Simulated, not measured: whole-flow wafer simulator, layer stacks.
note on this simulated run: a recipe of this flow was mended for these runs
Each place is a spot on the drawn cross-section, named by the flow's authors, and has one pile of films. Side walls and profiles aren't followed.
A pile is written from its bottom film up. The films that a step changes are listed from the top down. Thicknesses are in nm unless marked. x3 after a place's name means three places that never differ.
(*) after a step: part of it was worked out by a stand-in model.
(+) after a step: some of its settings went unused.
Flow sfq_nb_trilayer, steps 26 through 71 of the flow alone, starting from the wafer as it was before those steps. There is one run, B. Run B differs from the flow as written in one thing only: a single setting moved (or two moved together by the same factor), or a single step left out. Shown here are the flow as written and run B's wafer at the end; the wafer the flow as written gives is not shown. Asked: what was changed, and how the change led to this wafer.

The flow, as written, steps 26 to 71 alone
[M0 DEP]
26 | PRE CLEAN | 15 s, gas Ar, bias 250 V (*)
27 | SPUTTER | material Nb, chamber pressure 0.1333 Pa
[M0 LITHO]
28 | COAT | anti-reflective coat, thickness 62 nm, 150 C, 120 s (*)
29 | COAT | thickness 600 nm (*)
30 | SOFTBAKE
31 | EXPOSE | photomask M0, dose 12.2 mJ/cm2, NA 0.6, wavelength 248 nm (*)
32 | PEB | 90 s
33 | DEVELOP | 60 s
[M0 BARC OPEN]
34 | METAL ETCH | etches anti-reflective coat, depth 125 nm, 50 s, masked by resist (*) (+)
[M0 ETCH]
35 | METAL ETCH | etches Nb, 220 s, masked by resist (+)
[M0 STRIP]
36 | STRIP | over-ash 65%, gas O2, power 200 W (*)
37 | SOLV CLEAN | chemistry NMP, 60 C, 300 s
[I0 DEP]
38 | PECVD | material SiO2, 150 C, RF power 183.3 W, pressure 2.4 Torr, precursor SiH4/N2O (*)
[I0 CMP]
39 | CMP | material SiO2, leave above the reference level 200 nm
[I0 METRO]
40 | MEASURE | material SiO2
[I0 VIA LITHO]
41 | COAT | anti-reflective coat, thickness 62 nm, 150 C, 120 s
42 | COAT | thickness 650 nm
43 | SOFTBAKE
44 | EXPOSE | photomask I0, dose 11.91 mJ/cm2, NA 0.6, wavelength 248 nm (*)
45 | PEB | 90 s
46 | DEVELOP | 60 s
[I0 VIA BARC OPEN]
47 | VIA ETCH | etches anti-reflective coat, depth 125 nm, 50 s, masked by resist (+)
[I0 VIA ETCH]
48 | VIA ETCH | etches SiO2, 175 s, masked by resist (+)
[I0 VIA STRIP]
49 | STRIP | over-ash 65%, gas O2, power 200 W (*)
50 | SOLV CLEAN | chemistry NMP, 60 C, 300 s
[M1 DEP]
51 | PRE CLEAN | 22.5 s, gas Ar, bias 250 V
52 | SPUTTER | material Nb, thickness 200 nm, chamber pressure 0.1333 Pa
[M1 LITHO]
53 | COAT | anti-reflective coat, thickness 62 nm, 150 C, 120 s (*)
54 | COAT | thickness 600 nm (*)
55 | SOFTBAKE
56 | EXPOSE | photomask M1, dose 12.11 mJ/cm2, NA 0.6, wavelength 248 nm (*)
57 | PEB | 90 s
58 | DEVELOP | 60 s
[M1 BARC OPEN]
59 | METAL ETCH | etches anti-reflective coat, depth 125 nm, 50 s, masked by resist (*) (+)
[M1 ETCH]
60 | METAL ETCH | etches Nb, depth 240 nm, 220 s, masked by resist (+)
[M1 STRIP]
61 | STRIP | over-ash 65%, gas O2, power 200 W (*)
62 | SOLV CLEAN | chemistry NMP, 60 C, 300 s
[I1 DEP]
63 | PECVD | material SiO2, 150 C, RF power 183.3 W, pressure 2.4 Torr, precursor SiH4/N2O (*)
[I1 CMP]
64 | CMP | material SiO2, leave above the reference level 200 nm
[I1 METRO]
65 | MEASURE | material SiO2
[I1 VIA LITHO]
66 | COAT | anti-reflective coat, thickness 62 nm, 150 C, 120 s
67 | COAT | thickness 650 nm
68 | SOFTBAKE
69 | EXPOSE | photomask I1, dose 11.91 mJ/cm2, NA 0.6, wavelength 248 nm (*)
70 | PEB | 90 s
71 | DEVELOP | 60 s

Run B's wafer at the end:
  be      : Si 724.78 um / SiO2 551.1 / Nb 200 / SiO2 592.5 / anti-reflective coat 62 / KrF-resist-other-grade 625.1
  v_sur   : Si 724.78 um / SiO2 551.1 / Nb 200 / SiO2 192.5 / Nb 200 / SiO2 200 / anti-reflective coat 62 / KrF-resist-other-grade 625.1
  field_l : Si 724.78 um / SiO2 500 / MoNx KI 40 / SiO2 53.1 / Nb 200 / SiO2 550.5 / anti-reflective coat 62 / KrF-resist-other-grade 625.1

The reason: step 26, PRE CLEAN: 20.8 s was run, whereas the flow has 15 s.

The path from the change to this, step by step:
  26 | PRE CLEAN | 15 s, gas Ar, bias 250 V (*)
      field_l, v_sur, via_wl and 102 more: -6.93 SiO2 (as written it would have been: -5 SiO2)
      l0v: -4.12 MoNx KI (as written it would have been: -2.91 MoNx KI)
